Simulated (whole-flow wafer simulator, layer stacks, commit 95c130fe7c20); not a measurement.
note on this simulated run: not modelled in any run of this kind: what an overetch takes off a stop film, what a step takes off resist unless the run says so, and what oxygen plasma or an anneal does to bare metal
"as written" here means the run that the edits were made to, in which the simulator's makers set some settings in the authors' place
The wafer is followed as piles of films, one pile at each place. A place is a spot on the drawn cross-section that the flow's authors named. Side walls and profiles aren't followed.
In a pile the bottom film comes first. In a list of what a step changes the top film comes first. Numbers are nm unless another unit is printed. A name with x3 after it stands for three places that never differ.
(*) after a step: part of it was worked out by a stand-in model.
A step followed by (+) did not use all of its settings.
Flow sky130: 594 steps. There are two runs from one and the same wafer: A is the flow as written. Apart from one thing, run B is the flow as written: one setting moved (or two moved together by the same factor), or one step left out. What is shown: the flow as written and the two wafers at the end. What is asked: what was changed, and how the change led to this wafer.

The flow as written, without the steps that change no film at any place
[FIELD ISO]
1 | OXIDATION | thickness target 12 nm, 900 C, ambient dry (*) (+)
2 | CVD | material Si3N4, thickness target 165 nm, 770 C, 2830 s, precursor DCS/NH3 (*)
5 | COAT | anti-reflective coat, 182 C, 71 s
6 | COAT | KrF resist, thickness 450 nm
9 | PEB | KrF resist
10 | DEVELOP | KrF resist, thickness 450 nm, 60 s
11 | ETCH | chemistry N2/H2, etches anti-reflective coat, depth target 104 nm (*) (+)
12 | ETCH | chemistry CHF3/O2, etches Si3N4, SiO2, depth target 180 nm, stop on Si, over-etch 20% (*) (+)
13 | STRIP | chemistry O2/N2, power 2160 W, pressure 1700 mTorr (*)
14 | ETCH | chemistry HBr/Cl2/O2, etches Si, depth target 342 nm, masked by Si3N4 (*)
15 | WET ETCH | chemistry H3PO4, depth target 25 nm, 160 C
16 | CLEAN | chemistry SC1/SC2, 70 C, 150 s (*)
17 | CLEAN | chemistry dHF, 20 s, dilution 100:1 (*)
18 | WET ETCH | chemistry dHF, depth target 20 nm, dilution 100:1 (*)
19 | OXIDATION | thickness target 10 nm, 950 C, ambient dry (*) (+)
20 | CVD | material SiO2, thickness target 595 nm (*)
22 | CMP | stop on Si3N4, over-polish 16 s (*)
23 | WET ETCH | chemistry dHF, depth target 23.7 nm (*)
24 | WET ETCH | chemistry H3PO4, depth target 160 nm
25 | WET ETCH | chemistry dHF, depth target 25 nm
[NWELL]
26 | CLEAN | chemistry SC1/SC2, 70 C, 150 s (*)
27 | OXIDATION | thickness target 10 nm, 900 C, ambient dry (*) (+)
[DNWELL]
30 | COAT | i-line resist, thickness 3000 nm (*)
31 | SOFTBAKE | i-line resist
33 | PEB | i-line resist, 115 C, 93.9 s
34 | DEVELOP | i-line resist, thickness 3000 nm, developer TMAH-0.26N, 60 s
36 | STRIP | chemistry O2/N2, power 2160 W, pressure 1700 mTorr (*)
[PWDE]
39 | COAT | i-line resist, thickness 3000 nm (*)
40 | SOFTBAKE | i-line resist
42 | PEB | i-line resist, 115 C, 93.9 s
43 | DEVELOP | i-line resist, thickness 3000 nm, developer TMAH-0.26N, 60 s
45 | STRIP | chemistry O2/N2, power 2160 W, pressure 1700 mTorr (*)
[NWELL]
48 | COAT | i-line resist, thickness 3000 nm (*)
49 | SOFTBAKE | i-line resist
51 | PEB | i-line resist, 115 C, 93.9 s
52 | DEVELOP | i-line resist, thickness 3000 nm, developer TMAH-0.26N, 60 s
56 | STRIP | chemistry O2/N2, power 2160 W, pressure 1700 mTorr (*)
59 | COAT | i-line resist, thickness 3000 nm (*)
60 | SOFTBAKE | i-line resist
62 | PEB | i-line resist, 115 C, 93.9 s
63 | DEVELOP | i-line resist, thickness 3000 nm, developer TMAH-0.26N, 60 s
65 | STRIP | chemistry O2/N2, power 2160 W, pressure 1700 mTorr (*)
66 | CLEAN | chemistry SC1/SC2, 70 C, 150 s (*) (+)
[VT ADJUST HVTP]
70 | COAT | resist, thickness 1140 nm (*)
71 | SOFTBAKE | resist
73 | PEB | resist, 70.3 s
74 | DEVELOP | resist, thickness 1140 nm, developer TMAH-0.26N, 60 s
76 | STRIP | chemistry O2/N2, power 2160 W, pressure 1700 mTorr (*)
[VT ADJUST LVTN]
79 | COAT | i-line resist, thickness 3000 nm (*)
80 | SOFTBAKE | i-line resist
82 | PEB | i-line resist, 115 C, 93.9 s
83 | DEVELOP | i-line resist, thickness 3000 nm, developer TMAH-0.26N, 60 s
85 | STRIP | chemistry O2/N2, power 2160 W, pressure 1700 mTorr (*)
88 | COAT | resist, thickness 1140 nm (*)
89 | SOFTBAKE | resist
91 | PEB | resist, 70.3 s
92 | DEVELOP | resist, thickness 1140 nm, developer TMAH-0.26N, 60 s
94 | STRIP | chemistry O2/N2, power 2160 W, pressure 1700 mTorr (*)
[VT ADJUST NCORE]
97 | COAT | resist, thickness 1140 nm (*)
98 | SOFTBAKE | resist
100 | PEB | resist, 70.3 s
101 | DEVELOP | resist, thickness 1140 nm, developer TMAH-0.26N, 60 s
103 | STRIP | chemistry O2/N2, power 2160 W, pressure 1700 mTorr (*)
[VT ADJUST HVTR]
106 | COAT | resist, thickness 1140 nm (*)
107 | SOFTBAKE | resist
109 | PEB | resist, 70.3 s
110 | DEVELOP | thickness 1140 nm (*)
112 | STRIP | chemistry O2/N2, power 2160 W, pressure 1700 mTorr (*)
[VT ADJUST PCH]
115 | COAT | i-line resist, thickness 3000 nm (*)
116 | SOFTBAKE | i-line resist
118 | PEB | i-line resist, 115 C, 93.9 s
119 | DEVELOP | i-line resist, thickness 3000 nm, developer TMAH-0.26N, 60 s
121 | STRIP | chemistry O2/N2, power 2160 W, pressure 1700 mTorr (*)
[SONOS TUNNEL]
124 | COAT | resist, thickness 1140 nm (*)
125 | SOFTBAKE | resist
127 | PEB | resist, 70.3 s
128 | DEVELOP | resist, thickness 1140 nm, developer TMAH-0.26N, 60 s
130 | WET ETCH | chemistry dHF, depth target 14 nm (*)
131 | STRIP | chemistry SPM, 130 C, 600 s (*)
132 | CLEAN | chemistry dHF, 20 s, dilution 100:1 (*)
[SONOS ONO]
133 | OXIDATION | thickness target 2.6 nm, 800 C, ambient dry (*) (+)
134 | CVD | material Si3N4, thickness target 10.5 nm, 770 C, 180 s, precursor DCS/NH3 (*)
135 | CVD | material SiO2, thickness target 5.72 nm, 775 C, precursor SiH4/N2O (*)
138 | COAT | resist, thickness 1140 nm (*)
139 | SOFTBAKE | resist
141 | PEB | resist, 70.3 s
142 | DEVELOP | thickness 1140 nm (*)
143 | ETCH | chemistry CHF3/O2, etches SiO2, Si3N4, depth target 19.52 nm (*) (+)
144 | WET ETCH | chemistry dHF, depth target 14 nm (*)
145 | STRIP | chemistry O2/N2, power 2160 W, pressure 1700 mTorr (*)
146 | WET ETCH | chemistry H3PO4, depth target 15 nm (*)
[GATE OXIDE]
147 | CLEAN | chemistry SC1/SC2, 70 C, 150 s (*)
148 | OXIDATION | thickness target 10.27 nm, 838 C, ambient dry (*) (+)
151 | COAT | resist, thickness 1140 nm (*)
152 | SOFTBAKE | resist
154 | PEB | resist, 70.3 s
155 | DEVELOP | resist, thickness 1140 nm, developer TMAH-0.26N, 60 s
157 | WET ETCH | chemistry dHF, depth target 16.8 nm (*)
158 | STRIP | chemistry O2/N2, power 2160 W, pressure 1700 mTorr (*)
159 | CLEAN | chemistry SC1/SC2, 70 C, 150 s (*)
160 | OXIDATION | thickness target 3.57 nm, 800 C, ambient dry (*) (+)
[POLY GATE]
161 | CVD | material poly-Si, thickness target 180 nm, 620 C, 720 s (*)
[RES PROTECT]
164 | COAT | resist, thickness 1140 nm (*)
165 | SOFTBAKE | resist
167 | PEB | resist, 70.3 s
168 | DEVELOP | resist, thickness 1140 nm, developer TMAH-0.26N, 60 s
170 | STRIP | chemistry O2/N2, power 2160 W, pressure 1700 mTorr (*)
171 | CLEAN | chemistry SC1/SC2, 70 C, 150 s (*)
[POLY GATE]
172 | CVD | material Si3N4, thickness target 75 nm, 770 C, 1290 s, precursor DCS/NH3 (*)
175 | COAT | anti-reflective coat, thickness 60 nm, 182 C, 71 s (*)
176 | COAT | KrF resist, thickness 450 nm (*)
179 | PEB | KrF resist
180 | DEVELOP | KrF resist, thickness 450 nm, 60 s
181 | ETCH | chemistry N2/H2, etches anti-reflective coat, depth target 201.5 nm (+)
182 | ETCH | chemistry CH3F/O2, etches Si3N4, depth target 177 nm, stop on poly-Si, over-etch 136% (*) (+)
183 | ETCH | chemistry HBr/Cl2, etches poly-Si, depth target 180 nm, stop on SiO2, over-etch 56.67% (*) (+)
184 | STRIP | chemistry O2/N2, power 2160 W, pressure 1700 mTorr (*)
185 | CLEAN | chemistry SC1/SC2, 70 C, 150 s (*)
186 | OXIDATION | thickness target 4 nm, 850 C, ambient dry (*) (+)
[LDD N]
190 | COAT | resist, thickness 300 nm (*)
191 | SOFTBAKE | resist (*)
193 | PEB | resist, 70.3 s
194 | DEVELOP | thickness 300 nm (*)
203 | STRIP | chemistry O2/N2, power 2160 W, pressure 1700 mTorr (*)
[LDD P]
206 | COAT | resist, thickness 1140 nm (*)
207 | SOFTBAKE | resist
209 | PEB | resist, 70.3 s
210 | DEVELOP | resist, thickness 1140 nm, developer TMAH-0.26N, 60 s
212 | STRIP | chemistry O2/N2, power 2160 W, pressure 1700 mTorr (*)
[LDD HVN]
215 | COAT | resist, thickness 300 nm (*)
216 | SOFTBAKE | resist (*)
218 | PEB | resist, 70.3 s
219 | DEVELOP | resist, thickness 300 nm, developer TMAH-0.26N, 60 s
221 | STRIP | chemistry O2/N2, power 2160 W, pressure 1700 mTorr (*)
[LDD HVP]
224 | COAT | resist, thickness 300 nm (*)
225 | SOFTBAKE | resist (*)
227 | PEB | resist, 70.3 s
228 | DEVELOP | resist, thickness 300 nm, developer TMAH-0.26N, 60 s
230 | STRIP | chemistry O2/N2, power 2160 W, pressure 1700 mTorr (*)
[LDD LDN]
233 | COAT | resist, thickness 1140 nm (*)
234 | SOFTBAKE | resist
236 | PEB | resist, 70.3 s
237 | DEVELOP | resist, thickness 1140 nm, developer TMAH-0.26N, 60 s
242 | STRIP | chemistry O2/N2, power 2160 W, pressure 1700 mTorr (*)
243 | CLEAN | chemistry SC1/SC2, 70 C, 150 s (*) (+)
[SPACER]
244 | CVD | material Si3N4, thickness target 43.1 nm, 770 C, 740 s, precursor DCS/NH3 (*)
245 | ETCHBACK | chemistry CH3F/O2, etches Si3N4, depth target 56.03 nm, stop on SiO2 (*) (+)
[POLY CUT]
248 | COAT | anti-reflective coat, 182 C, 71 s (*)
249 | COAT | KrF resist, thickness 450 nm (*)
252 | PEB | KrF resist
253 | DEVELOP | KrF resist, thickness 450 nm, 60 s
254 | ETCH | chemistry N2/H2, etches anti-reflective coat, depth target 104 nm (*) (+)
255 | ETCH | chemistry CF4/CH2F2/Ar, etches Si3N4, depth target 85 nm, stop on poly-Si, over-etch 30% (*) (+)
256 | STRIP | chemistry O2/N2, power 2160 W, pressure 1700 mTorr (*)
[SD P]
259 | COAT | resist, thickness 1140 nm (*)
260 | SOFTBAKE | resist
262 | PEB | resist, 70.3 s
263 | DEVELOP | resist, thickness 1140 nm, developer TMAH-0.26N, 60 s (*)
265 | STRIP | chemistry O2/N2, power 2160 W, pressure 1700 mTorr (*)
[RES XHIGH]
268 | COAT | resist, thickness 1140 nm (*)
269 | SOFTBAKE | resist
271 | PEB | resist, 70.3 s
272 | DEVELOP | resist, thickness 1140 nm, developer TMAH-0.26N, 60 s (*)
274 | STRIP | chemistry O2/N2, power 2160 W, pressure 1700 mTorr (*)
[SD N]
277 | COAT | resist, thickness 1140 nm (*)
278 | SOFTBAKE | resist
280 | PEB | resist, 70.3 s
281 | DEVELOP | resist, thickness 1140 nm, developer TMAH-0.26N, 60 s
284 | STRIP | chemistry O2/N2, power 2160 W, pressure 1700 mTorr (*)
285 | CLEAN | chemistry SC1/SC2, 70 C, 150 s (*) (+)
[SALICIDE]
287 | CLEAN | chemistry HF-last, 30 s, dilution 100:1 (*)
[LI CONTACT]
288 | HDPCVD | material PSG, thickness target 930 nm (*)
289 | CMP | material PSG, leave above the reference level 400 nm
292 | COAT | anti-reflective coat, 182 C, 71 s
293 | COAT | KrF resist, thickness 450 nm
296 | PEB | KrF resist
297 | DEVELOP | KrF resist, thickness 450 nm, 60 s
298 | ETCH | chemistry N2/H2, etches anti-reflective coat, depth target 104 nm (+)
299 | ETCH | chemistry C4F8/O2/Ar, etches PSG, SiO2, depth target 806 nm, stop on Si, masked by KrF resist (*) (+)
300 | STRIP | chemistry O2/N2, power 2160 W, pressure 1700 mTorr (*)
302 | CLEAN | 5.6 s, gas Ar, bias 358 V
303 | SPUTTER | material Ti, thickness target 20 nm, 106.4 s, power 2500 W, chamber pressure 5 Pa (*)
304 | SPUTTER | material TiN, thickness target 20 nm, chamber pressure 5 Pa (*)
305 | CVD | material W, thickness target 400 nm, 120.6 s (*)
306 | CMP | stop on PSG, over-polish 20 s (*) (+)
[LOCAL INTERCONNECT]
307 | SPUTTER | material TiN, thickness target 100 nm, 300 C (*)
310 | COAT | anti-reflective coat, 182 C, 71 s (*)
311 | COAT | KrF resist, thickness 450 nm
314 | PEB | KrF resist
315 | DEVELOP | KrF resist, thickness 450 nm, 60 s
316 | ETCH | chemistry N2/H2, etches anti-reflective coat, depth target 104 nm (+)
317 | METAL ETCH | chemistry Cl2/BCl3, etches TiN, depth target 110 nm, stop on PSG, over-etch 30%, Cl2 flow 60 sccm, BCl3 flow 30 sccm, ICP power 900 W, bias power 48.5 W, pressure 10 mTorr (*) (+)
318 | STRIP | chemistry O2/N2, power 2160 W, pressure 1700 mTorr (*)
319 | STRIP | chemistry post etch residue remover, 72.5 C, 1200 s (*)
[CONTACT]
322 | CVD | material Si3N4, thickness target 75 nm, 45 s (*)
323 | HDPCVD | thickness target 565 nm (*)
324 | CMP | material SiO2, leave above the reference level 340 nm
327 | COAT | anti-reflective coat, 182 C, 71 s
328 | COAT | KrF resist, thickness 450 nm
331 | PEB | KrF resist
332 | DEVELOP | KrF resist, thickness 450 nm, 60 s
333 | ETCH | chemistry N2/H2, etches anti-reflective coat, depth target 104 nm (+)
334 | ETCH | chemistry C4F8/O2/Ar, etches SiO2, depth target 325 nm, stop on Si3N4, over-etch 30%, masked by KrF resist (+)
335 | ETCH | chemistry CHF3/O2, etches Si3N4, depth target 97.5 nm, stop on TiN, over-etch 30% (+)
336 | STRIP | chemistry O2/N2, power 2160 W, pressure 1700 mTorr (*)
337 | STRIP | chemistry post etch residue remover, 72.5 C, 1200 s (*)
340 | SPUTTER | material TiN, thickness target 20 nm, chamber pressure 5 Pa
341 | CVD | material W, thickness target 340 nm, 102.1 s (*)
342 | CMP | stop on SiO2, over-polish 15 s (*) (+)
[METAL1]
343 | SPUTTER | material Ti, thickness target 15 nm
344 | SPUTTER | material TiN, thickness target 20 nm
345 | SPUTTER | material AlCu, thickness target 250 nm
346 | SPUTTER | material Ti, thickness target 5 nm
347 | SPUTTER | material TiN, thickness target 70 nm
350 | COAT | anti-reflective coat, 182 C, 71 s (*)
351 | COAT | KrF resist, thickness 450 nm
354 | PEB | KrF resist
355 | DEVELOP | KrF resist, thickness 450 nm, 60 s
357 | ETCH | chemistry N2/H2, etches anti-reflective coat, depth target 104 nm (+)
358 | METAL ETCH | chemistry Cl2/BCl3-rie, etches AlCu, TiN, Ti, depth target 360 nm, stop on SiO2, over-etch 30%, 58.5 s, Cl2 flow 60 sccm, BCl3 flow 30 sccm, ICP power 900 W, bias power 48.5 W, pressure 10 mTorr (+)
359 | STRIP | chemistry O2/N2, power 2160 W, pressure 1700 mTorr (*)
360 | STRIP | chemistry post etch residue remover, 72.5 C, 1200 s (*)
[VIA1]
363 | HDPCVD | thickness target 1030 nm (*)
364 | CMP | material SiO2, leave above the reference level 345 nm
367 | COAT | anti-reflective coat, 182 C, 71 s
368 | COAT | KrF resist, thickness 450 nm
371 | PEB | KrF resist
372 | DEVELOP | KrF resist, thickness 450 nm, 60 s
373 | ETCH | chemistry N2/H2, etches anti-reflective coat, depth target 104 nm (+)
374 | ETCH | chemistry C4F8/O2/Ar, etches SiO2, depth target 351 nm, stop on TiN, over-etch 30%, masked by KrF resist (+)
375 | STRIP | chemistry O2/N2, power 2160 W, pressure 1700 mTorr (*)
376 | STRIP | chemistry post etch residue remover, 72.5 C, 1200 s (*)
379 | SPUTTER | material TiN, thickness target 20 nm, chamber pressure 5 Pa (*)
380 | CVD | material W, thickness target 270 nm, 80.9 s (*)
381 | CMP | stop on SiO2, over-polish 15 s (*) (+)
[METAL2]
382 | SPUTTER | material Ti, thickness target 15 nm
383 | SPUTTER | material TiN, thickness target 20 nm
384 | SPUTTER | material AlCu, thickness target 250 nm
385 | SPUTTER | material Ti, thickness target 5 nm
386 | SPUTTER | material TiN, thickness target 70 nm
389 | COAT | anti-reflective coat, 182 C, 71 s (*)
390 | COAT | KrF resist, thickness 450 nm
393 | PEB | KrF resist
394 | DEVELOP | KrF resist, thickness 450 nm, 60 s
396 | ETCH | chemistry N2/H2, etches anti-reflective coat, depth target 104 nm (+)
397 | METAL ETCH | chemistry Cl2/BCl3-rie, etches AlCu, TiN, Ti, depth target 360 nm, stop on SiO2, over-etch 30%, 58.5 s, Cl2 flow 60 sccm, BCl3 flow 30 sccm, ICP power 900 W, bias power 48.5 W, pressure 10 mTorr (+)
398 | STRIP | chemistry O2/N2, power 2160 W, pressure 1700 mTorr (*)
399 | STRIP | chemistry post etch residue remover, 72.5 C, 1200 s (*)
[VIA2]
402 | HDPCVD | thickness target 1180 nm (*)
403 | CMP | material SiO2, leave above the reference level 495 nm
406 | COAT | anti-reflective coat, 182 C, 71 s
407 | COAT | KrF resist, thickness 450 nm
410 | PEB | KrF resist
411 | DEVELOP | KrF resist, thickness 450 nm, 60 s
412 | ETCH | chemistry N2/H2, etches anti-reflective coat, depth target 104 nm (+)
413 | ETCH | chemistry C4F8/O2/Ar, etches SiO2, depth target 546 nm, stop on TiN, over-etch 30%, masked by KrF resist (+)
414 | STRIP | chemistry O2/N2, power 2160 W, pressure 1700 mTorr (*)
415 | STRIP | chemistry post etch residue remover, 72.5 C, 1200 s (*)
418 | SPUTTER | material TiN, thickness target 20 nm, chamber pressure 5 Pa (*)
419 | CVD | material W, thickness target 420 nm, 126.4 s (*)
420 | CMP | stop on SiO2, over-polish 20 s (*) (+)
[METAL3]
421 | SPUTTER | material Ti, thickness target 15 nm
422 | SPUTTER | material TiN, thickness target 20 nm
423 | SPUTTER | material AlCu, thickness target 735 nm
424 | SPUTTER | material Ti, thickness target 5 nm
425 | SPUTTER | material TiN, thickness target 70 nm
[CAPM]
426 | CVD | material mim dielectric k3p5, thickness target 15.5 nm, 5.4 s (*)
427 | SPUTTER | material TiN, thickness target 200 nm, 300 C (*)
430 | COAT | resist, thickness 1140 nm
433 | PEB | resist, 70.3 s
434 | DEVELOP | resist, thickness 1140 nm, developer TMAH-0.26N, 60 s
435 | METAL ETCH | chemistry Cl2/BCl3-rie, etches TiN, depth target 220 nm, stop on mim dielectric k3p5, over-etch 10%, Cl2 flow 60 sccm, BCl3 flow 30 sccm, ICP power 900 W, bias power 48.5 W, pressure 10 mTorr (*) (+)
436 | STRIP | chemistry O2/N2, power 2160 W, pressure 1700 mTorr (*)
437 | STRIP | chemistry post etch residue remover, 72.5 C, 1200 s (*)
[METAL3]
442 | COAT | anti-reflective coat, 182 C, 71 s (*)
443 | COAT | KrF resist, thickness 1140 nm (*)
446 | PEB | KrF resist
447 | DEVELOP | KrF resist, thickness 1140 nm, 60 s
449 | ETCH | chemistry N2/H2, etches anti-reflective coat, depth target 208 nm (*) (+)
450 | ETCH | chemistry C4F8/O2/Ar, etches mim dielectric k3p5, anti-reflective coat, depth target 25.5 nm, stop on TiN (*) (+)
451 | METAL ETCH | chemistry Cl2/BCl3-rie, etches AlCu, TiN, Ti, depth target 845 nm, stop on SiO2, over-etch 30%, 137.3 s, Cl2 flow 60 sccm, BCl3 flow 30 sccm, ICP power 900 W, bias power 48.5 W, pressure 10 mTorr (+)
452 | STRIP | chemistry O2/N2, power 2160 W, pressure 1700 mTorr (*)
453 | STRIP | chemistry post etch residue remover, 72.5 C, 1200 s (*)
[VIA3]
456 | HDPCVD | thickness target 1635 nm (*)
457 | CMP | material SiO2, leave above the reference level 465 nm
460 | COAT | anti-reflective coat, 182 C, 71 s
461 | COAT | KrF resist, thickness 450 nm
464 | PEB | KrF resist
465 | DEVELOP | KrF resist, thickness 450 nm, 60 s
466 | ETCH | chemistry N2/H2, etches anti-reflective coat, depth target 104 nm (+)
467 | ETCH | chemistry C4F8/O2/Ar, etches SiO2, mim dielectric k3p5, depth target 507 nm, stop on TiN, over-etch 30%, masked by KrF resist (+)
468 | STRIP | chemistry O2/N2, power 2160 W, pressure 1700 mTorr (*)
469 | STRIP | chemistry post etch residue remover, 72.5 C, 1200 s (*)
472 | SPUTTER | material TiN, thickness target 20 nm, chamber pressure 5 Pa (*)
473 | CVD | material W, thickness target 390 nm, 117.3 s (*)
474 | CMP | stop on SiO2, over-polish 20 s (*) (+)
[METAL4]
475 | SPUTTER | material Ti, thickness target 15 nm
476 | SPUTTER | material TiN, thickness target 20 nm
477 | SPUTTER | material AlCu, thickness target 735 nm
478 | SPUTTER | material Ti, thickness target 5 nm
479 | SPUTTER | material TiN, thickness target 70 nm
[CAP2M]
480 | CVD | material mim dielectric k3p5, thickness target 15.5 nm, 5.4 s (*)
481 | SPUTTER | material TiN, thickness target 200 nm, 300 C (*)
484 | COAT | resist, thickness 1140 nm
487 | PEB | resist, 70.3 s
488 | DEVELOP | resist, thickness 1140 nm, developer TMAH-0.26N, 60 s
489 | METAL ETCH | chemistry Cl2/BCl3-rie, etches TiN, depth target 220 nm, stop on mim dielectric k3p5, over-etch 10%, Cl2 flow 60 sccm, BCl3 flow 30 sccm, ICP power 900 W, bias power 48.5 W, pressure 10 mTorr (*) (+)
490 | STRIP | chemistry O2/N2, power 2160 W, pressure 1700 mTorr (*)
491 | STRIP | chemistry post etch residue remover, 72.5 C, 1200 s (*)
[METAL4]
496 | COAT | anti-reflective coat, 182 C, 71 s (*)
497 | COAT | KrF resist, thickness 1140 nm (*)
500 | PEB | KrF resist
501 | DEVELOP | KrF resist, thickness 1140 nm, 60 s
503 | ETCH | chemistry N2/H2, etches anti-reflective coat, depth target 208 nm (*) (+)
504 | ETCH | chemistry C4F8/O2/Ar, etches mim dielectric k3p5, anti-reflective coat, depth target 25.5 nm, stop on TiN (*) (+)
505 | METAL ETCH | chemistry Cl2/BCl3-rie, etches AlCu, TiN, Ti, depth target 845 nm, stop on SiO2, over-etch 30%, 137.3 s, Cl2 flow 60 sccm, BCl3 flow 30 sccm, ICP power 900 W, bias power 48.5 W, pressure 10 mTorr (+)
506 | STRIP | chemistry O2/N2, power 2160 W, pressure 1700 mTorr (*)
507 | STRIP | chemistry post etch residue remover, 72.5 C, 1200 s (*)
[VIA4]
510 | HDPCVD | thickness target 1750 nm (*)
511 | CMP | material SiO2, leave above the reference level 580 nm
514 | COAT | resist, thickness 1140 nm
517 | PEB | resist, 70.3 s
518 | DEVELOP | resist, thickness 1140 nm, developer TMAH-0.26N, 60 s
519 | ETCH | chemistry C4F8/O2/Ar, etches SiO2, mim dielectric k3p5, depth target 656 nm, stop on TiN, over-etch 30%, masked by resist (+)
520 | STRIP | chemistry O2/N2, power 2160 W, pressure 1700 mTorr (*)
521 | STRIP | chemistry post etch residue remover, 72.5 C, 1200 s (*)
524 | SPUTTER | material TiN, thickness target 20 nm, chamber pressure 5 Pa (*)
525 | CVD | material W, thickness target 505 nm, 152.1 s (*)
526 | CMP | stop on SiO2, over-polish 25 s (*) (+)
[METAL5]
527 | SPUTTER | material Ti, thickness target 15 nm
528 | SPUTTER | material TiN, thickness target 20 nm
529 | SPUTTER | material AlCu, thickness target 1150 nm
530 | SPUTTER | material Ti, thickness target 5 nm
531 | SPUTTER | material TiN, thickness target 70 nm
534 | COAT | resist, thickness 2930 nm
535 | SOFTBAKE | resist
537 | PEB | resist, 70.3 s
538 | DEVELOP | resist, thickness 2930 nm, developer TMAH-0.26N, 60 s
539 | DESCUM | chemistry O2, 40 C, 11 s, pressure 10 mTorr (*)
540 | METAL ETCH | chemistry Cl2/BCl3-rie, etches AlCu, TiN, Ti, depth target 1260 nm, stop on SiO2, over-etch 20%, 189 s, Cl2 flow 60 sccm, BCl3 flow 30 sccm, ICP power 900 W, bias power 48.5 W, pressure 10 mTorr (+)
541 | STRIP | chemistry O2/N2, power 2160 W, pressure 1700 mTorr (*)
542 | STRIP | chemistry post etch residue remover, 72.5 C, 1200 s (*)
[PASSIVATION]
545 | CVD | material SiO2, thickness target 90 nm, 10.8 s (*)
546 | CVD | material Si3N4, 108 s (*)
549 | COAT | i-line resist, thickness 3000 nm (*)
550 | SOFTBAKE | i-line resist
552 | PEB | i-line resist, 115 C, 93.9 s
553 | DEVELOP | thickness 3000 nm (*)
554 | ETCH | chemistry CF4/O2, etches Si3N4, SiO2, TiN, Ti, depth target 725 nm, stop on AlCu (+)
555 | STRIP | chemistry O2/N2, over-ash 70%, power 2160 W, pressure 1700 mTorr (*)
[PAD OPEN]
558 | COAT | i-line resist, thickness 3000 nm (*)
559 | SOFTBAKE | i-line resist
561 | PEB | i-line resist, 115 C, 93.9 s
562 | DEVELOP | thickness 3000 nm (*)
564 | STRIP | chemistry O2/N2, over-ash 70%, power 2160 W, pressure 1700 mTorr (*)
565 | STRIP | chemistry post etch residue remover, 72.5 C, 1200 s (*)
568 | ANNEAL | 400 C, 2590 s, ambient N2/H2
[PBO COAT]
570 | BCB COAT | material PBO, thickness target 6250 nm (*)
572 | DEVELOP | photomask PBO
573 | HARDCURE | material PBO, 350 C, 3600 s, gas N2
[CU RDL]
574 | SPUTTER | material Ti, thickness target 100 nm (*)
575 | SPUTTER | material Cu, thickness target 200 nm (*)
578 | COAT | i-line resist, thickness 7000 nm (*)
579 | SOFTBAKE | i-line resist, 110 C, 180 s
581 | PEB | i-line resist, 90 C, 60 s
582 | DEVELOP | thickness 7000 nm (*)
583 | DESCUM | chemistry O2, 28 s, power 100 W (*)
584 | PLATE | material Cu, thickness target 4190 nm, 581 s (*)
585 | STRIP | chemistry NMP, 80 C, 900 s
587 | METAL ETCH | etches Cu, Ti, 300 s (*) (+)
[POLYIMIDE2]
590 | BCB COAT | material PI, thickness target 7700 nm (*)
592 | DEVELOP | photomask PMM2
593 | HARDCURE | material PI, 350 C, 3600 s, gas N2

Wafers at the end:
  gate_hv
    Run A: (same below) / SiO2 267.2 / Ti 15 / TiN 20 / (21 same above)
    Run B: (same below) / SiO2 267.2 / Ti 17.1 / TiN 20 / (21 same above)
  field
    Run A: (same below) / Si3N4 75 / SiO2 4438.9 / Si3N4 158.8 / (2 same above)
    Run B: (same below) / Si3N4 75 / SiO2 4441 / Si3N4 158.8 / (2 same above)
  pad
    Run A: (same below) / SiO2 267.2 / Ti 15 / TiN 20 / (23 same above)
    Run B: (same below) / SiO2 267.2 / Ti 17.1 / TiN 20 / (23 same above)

What caused this: step 382, SPUTTER: thickness target 17.1 nm was run, while the flow as written has thickness target 15 nm.
The wafer itself shows it: gate_hv has Ti 17.1, and step 382 as written asks for 15 nm.

How this came from the change, step by step:
  382 | SPUTTER | material Ti, thickness target 15 nm
      field, active, n_well and 188 more: A +15 Ti (new film) | B +17.1 Ti (new film)
  397 | METAL ETCH | chemistry Cl2/BCl3-rie, etches AlCu, TiN, Ti, depth target 360 nm, stop on SiO2, over-etch 30%, 58.5 s, Cl2 flow 60 sccm, BCl3 flow 30 sccm, ICP power 900 W, bias power 48.5 W, pressure 10 mTorr (+)
      field, active, gate and 82 more: A -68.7 TiN (all of it), -5 Ti (all of it), -250 AlCu (all of it), -20 TiN (all of it), -15 Ti (all of it), -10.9 SiO2 | B -68.7 TiN (all of it), -5 Ti (all of it), -250 AlCu (all of it), -20 TiN (all of it), -17.1 Ti (all of it), -10.7 SiO2
